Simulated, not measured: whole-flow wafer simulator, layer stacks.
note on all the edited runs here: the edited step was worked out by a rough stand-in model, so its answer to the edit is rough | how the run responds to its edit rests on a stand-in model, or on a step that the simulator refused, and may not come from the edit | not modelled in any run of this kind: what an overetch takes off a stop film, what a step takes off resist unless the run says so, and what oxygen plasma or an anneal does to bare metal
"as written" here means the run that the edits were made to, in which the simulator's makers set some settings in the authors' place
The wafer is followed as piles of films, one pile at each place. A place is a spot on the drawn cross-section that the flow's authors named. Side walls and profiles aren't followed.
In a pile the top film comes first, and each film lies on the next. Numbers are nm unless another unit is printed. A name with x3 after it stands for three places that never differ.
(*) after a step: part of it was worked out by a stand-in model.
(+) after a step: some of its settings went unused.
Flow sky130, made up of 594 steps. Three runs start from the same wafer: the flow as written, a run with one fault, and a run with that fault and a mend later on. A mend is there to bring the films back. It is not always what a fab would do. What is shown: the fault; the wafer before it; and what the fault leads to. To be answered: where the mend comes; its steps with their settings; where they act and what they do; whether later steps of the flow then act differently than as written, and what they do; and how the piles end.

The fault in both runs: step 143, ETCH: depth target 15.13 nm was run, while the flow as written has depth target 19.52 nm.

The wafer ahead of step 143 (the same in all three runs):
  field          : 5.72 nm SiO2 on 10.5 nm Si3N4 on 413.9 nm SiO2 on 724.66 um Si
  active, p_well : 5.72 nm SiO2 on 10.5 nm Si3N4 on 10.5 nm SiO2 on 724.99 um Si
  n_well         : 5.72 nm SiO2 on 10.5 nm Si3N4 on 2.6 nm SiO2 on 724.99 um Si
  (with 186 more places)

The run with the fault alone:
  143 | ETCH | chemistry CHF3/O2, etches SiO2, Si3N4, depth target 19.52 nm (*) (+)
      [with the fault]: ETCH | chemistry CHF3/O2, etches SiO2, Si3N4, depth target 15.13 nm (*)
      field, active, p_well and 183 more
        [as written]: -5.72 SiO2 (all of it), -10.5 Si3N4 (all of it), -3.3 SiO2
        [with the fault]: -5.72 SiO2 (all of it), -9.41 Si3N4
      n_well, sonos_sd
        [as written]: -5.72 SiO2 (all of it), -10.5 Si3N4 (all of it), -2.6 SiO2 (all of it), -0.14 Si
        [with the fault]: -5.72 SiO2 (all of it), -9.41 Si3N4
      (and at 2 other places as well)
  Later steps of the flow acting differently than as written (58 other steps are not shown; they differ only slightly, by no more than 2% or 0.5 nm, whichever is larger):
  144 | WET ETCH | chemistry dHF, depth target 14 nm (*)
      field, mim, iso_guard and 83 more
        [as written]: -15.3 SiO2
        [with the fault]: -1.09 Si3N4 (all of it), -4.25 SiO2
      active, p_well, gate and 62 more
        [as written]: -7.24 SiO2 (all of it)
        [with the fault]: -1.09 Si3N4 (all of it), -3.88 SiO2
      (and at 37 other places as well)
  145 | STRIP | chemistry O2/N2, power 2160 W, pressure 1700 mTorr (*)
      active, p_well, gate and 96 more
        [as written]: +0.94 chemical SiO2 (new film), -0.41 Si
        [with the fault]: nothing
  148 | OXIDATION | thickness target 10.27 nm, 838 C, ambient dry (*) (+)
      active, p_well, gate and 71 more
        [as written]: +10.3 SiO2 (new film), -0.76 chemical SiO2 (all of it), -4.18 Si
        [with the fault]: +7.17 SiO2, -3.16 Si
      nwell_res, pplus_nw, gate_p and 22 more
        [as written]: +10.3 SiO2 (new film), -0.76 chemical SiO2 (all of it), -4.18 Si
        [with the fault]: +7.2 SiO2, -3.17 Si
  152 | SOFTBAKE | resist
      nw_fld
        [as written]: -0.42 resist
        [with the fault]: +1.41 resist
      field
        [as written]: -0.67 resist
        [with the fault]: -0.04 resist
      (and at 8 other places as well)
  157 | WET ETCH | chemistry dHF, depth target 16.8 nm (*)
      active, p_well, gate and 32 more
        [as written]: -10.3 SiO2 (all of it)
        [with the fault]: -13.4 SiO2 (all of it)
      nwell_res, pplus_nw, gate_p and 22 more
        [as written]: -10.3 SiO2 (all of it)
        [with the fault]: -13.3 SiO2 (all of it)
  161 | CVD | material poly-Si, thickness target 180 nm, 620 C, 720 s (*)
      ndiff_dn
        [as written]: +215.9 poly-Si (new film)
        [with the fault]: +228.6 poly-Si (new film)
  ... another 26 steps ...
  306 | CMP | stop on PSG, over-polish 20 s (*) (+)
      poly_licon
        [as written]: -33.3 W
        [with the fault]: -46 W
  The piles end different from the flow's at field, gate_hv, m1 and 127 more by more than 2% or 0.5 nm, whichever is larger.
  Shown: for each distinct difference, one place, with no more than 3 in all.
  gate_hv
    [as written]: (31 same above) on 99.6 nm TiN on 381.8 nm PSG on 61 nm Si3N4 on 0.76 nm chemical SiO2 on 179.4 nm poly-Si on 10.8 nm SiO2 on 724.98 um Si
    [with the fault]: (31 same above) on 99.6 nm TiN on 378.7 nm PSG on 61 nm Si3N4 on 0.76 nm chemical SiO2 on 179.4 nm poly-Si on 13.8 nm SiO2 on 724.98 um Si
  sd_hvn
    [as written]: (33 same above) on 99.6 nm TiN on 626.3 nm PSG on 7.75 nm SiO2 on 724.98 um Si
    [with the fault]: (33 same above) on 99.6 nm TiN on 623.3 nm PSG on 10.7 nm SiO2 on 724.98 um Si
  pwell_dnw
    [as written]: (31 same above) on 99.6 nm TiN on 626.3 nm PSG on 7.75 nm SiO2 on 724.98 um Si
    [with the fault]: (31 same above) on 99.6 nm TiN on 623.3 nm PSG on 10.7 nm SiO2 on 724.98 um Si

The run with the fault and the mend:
  After step 143 comes the mend.
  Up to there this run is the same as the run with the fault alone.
  143a | ETCH | chemistry CHF3/O2, etches SiO2, Si3N4, depth target 4.392 nm (*) (+) (the flow's step 143, run once more with other settings)
      field, active, p_well and 183 more
        -1.09 Si3N4 (all of it), -3.3 SiO2
      n_well, sonos_sd
        -1.09 Si3N4 (all of it), -2.6 SiO2 (all of it), -0.14 Si
      sonos_cell, sonos_cell_x
        -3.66 resist
  None of the later steps of the flow differs from how it acts as written, at any place that is followed, by more than 2% or 0.5 nm, whichever is larger.
  By the end, the piles equal the flow's at every place that both follow.
